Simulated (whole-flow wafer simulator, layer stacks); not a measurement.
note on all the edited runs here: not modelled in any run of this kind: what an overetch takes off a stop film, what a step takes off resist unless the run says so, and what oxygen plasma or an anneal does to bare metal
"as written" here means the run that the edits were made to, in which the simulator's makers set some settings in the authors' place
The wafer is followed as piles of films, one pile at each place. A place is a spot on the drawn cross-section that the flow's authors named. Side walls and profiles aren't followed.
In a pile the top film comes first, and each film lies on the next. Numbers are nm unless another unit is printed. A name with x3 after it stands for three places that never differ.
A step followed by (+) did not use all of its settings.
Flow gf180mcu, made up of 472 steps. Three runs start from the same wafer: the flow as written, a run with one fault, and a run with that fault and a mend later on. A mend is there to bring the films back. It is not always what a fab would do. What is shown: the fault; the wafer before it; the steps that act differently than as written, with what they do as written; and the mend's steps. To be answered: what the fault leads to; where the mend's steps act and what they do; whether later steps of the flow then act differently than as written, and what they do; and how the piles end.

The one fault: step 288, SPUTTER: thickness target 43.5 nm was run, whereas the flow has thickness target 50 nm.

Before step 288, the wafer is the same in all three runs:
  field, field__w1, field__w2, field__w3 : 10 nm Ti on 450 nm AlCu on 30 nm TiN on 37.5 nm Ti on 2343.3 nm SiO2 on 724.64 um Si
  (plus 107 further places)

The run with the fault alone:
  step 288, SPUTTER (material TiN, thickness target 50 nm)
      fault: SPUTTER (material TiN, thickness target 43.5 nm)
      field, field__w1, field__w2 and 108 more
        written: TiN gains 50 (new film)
        fault: TiN gains 43.5 (new film)
  Steps further on in the flow that do not act as written (5 more steps, not shown, differ only slightly: by at most 2% or 0.5 nm, whichever is larger):
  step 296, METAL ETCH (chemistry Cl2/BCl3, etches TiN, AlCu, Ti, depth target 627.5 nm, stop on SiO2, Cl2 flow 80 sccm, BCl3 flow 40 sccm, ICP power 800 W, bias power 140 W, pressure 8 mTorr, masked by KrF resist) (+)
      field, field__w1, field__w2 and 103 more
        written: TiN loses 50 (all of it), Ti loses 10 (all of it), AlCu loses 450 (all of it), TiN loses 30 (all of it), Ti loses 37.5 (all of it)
        fault: TiN loses 43.5 (all of it), Ti loses 10 (all of it), AlCu loses 450 (all of it), TiN loses 30 (all of it), Ti loses 37.5 (all of it)
  By the end, the piles at field__w8, contact, m1, m1__w1, m1_nw depart from the flow's by more than 2% or 0.5 nm, whichever is larger.
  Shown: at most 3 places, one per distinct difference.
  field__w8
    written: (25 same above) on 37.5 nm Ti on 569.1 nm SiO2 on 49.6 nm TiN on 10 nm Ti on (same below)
    fault: (25 same above) on 37.5 nm Ti on 575.6 nm SiO2 on 43.1 nm TiN on 10 nm Ti on (same below)
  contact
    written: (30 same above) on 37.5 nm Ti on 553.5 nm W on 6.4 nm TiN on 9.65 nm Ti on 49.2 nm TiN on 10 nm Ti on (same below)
    fault: (30 same above) on 37.5 nm Ti on 560.1 nm W on 6.38 nm TiN on 9.62 nm Ti on 42.7 nm TiN on 10 nm Ti on (same below)

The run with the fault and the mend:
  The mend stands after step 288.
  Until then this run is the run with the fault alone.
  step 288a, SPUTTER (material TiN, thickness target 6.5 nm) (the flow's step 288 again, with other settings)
      field, field__w1, field__w2 and 108 more
        TiN gains 6.5
  None of the later steps of the flow acts differently than as written at any place that is followed.
  By the end, the piles equal the flow's at every place that both follow.
